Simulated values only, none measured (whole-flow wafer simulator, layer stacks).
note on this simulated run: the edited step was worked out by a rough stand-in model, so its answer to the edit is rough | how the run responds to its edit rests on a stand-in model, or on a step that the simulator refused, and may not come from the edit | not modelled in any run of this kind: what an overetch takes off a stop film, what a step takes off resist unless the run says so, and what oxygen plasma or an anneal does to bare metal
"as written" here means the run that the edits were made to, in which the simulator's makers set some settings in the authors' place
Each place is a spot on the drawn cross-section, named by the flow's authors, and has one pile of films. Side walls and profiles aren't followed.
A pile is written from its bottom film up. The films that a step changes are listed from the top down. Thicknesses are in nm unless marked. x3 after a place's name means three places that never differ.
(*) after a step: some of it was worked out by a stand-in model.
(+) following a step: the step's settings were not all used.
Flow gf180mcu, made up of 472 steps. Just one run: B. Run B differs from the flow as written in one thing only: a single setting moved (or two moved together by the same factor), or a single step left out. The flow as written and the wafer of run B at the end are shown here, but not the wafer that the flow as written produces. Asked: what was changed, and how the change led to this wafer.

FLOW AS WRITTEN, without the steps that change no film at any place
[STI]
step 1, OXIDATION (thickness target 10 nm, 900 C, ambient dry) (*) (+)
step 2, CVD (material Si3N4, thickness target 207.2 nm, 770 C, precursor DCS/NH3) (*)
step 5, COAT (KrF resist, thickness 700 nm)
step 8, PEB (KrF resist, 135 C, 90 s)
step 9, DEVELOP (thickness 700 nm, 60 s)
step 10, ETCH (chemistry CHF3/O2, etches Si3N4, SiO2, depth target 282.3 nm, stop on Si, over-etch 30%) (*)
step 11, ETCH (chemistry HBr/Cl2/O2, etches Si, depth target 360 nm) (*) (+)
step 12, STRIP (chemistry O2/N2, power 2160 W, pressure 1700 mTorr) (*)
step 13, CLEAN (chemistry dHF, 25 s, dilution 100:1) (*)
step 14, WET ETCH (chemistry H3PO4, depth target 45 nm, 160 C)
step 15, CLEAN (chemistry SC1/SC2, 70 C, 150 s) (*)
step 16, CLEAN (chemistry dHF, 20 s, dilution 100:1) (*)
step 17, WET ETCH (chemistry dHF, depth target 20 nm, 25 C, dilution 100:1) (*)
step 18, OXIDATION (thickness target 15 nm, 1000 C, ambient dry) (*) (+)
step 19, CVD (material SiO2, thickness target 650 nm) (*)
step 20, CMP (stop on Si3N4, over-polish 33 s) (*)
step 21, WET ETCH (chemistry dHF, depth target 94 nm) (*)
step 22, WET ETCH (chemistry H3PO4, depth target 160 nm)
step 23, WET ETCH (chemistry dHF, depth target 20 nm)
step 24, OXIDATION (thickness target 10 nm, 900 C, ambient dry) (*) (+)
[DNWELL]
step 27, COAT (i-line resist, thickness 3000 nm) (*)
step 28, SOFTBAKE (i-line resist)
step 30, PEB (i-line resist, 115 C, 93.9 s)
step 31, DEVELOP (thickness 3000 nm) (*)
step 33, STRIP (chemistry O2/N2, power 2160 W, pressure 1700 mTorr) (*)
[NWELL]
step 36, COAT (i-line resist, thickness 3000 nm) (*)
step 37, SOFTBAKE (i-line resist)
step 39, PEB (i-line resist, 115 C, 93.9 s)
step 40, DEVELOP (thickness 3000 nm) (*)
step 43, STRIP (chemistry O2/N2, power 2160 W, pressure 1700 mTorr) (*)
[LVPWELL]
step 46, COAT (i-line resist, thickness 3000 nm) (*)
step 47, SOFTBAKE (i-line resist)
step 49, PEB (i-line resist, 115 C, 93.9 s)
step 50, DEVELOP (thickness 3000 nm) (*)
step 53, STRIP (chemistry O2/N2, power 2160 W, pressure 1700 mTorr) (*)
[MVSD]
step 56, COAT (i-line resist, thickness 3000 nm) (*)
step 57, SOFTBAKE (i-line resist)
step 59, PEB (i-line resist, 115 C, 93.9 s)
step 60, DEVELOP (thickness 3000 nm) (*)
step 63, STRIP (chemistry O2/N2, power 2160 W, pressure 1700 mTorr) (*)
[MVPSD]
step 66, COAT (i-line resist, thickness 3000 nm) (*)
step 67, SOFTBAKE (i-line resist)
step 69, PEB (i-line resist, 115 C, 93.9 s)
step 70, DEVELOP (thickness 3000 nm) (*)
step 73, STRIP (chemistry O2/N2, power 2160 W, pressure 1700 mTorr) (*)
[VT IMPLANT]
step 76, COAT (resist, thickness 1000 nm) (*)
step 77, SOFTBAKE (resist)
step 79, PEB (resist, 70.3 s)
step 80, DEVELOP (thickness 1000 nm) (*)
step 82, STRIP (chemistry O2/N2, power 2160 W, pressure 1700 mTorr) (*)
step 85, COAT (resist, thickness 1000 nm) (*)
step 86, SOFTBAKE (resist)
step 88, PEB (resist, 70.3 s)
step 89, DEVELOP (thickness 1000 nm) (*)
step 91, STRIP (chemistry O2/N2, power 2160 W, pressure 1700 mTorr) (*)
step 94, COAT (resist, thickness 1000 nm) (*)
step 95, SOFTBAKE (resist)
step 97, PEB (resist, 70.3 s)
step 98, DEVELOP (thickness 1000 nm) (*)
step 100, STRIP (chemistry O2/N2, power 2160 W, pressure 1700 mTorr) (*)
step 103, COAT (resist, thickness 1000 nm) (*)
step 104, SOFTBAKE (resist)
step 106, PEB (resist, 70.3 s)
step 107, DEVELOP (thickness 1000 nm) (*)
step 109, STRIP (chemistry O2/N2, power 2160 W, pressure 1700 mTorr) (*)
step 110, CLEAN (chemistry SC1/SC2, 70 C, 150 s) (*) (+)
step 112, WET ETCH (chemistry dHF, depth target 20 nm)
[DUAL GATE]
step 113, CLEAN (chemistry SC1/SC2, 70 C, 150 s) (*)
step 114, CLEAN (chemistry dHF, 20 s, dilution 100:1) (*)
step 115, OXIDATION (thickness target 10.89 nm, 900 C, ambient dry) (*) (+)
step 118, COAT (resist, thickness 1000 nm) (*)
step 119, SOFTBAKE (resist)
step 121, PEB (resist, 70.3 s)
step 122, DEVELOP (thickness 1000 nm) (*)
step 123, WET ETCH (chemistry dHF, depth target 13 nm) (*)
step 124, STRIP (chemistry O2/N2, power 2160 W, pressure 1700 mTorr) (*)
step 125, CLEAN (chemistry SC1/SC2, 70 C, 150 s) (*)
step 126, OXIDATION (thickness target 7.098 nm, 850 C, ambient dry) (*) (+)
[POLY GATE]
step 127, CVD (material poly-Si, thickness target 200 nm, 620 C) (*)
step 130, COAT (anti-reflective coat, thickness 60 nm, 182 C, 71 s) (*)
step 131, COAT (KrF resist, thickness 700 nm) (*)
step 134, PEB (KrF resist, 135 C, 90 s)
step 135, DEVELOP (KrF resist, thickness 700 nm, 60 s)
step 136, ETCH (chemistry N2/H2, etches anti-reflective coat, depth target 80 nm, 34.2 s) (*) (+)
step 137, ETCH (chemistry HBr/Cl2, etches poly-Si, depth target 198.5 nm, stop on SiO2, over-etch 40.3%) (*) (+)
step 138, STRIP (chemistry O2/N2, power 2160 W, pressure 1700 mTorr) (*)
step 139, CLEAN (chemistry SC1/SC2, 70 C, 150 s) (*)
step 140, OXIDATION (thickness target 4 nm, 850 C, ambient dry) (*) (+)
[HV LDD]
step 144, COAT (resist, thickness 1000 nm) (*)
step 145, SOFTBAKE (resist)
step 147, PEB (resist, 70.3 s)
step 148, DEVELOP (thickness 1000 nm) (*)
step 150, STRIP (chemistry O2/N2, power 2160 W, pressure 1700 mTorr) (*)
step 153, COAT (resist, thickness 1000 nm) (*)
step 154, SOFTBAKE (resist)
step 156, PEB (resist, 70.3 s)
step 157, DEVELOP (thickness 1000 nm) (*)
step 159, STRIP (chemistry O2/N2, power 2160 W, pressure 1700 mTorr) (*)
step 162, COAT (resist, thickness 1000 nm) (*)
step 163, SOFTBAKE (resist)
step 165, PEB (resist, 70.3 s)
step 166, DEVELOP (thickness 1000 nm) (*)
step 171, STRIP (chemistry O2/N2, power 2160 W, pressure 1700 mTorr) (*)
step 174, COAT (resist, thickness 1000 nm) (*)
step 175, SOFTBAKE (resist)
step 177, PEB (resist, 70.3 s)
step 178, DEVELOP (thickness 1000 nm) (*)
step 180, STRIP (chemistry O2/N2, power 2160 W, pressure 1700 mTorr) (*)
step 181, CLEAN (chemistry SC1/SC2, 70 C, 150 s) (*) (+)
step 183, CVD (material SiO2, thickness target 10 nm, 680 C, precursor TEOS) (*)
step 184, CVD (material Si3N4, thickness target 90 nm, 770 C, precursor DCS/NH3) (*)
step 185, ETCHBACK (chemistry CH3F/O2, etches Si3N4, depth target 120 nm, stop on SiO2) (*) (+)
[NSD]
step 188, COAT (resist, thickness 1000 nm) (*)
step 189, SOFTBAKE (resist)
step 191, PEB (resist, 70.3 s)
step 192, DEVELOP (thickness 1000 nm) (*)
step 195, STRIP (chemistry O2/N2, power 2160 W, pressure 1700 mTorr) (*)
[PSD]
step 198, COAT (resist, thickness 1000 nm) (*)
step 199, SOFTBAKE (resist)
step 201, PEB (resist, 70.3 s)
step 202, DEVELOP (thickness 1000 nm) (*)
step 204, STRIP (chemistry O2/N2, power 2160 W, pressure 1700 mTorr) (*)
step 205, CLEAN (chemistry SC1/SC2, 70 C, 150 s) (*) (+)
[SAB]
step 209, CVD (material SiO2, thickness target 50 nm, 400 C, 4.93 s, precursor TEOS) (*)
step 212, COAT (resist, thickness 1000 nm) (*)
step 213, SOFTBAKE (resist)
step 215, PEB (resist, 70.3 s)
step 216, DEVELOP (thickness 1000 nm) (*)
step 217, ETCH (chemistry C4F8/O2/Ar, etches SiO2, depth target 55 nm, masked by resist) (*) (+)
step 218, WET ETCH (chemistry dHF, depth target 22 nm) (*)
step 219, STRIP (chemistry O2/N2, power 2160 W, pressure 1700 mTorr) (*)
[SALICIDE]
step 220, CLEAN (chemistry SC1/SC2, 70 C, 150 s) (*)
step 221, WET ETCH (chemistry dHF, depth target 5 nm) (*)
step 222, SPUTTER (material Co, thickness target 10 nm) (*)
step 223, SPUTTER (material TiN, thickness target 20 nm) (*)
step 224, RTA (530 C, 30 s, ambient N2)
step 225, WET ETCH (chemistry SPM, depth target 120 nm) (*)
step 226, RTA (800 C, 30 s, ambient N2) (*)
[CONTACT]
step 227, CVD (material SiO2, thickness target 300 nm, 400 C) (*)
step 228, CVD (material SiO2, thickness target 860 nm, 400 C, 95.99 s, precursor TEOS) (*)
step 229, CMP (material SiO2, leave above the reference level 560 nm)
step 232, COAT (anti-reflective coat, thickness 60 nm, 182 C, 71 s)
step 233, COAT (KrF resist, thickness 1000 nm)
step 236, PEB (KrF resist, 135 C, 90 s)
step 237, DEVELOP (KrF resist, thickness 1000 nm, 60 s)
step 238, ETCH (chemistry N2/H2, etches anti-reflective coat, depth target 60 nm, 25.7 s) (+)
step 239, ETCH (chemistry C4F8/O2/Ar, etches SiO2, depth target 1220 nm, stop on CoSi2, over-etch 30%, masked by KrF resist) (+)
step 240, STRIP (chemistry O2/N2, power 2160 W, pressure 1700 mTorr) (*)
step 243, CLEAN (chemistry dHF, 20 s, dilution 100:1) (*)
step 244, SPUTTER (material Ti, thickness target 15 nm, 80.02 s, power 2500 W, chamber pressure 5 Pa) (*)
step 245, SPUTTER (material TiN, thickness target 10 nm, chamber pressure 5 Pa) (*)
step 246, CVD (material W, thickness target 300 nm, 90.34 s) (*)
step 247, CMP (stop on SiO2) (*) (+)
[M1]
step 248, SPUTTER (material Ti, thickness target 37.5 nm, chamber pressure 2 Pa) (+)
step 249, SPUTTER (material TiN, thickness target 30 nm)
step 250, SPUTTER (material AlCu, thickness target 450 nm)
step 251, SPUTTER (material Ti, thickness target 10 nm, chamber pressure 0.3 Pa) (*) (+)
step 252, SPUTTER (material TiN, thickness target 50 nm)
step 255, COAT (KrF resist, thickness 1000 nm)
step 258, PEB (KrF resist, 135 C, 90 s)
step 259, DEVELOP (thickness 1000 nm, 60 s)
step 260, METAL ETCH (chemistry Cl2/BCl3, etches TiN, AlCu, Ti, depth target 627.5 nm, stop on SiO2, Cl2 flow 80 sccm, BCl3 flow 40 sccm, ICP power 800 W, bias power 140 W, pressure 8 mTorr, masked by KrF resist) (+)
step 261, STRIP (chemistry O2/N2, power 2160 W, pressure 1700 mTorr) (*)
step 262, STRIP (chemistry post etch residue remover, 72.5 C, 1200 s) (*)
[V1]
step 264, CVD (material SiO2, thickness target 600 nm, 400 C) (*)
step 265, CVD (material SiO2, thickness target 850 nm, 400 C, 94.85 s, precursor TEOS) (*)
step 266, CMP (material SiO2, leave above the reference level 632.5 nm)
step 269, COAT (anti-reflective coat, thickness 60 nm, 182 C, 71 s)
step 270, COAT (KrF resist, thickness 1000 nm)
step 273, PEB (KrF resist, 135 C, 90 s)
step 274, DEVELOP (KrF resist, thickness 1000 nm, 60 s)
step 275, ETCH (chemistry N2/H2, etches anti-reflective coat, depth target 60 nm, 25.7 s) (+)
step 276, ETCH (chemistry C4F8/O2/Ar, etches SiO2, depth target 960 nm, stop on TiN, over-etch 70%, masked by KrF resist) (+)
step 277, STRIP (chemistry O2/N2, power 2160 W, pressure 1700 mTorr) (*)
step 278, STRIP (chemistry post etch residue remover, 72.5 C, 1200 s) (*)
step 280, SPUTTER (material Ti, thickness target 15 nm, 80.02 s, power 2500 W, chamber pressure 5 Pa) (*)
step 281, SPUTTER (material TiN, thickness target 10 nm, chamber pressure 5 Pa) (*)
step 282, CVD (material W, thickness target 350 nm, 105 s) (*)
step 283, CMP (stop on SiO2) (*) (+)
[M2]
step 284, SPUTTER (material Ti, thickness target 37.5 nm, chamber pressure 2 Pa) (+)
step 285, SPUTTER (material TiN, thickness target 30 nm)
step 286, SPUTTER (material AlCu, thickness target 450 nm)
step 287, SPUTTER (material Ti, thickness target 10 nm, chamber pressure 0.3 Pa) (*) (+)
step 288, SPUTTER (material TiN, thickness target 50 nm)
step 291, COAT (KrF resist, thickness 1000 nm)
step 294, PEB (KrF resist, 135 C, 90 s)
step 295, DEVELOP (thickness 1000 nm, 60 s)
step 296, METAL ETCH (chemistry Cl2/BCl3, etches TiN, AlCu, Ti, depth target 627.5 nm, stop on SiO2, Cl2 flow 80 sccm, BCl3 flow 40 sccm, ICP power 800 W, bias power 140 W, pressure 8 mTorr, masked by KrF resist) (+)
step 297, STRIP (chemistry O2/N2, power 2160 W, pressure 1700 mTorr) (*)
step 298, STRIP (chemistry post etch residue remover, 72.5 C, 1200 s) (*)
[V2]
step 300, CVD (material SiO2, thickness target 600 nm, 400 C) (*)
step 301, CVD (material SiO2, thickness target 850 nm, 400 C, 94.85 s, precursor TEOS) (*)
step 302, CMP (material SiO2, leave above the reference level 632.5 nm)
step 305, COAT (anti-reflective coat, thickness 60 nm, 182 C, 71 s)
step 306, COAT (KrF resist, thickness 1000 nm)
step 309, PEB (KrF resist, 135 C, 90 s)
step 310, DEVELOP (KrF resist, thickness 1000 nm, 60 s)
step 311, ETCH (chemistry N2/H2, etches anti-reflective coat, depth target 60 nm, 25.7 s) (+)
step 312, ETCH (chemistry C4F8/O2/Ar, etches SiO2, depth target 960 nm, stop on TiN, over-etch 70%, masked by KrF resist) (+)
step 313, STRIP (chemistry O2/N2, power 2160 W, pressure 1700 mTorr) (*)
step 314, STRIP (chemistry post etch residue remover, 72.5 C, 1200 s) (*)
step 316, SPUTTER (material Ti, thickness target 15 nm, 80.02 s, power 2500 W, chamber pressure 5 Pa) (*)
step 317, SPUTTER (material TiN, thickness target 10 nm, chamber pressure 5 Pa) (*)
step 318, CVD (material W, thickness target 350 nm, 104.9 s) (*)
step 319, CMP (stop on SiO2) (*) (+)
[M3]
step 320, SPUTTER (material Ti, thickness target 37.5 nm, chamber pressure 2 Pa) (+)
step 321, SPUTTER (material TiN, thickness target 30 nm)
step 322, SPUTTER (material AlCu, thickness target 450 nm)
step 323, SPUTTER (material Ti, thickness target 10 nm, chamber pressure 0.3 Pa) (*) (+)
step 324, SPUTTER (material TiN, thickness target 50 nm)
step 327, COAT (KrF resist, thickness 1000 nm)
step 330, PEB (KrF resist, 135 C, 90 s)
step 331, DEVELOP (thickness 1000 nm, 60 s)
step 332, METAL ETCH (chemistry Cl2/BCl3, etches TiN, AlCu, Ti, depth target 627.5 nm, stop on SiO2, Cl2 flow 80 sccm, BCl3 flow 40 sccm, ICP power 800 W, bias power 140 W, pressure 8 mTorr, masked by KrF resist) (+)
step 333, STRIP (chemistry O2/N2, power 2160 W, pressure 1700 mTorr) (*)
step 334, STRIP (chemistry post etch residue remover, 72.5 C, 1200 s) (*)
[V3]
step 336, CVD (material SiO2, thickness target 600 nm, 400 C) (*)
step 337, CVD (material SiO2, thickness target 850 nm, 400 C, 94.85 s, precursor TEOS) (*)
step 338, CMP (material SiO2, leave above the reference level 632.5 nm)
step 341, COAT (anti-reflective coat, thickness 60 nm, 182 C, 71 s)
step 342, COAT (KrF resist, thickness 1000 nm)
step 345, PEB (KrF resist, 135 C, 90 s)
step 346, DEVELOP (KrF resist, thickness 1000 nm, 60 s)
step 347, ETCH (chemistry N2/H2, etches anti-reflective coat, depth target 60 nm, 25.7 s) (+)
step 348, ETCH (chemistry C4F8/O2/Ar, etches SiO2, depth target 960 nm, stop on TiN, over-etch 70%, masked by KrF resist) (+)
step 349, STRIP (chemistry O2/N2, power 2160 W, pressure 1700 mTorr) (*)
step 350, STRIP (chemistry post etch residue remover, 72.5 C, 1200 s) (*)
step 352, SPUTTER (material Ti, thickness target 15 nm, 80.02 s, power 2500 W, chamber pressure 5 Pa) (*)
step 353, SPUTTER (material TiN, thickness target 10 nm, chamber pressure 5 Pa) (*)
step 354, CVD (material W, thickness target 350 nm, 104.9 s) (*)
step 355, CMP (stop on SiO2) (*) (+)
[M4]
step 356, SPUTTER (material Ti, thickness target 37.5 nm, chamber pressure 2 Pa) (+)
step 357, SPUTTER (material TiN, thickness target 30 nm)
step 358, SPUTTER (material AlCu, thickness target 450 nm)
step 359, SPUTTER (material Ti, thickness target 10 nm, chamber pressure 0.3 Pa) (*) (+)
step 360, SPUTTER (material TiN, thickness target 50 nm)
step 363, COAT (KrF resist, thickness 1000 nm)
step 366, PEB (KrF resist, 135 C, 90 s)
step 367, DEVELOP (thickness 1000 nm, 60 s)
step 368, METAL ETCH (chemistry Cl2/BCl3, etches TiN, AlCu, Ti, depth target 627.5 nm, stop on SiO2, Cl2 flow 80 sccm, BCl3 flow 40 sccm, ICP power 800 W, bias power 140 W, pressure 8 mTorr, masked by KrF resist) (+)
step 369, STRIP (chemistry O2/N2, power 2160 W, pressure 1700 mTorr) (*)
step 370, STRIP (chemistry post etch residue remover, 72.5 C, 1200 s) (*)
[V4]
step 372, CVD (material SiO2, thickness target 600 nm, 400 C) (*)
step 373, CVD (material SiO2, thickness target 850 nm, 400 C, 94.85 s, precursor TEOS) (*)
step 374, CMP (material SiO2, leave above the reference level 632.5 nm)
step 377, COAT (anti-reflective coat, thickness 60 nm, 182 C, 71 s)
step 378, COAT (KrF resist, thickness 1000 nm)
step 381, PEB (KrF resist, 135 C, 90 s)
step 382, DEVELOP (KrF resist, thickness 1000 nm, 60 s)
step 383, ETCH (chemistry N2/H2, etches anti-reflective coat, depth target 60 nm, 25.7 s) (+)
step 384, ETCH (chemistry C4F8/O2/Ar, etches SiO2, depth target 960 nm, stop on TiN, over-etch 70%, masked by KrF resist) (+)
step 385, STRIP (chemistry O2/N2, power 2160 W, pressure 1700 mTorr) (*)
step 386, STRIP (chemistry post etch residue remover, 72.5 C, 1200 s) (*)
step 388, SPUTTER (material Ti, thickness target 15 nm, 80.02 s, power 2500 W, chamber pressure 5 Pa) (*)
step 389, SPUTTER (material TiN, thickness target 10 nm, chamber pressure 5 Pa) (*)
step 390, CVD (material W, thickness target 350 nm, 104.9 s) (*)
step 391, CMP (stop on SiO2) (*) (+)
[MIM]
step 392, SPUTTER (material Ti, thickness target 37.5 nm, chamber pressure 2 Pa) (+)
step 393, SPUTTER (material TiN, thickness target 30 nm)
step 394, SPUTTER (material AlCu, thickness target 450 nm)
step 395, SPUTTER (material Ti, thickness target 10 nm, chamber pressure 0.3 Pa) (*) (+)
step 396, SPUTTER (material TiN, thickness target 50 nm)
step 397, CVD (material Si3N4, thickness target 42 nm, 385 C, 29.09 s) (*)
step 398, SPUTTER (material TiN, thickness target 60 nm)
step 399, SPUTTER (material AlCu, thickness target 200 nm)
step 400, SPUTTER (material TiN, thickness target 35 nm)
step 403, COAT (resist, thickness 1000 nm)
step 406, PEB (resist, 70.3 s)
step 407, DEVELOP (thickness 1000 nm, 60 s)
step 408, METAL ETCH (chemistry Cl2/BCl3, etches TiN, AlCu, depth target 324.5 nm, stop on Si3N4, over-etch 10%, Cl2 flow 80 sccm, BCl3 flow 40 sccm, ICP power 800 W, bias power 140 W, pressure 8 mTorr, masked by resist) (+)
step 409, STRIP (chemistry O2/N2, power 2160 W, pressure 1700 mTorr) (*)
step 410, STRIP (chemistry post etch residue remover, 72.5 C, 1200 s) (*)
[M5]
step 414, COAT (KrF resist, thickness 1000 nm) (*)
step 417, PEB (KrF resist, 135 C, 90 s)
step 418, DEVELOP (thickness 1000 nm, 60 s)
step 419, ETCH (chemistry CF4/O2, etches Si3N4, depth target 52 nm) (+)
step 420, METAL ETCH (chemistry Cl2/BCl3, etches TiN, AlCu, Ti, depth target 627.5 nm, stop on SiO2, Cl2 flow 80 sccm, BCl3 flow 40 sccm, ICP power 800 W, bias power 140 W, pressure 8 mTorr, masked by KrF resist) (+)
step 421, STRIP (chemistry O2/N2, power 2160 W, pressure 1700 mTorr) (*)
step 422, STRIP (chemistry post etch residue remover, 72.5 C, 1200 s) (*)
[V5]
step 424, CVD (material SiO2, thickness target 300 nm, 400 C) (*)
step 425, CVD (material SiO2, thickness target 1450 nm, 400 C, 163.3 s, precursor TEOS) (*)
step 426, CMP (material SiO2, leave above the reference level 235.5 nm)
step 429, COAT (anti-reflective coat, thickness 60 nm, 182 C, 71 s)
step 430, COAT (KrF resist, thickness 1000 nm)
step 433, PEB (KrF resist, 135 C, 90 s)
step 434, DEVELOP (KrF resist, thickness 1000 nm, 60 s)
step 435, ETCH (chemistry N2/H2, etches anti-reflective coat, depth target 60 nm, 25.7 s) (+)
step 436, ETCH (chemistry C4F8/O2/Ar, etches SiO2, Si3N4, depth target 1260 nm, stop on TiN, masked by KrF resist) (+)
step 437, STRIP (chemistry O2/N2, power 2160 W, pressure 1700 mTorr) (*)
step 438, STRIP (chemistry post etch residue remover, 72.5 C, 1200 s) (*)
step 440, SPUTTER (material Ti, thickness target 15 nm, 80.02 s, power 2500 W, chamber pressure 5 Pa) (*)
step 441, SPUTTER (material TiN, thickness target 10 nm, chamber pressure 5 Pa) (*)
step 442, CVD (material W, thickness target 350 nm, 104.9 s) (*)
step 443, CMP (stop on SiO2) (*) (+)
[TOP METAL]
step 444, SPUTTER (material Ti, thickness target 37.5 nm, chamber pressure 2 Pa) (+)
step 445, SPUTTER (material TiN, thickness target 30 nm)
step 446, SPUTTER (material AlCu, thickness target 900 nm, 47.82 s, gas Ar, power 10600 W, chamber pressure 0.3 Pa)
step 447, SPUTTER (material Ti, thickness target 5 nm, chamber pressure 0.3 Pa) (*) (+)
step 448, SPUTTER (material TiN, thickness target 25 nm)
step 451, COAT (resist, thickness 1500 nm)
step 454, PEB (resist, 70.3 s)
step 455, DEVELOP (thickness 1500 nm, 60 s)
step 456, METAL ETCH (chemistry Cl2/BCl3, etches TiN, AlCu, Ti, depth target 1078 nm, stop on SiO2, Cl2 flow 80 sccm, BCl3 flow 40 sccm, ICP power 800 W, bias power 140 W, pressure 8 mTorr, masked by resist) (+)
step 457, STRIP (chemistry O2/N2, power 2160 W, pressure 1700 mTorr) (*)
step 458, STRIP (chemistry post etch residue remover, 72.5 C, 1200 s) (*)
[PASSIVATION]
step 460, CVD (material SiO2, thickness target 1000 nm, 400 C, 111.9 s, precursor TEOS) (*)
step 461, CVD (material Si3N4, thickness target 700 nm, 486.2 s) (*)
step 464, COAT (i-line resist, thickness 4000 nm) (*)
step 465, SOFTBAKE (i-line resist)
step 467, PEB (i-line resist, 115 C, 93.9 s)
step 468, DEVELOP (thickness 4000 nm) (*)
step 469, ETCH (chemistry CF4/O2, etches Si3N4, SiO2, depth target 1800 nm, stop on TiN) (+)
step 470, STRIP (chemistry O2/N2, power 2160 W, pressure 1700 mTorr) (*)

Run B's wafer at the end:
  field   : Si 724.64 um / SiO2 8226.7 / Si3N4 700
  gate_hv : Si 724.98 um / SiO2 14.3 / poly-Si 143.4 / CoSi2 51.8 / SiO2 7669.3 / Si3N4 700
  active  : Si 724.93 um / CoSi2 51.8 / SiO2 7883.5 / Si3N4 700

The reason: step 222, SPUTTER: thickness target 14.8 nm was run, while the flow as written has thickness target 10 nm.

How this came from the change, step by step:
  step 222, SPUTTER (material Co, thickness target 10 nm) (*)
      field, field__w7, field__w8 and 72 more: Co gains 14.8 (new film) (as written it would have been: Co gains 10 (new film))
      field__w6, field_sub, field_sub__w2: Co gains 14.7 (new film) (as written it would have been: Co gains 9.95 (new film))
      (and at 33 other places as well)
  step 223, SPUTTER (material TiN, thickness target 20 nm) (*)
      field__w12: TiN gains 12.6 (new film) (as written it would have been: TiN gains 12 (new film))
  step 224, RTA (530 C, 30 s, ambient N2)
      gate, gate_hv, gate_p and 22 more: under 1 film: CoSi gains 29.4 (new film), Co loses 14.8 (all of it), poly-Si loses 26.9 (as written it would have been: under 1 film: CoSi gains 19.9 (new film), Co loses 10 (all of it), poly-Si loses 18.2)
      active, p_well, sd_n and 11 more: under 1 film: CoSi gains 29.4 (new film), Co loses 14.8 (all of it), Si loses 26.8 (as written it would have been: under 1 film: CoSi gains 19.9 (new film), Co loses 10 (all of it), Si loses 18.1)
      (and at 10 other places as well)
  step 225, WET ETCH (chemistry SPM, depth target 120 nm) (*)
      field, field__w7, field__w8 and 32 more: TiN loses 20 (all of it), Co loses 14.8 (all of it) (as written it would have been: TiN loses 20 (all of it), Co loses 10 (all of it))
      field__w9, nw_enc_fld_lv__w3: TiN loses 19.1 (all of it), Co loses 14.2 (all of it) (as written it would have been: TiN loses 19.1 (all of it), Co loses 9.6 (all of it))
      (and at 25 other places as well)
  step 226, RTA (800 C, 30 s, ambient N2) (*)
      gate, gate_hv, gate_p and 22 more: CoSi2 gains 51.8 (new film), CoSi loses 29.4 (all of it), poly-Si loses 26.9 (as written it would have been: CoSi2 gains 35 (new film), CoSi loses 19.9 (all of it), poly-Si loses 18.2)
      active, p_well, sd_n and 11 more: CoSi2 gains 51.8 (new film), CoSi loses 29.4 (all of it), Si loses 26.8 (as written it would have been: CoSi2 gains 35 (new film), CoSi loses 19.9 (all of it), Si loses 18.1)
      (and at 10 other places as well)
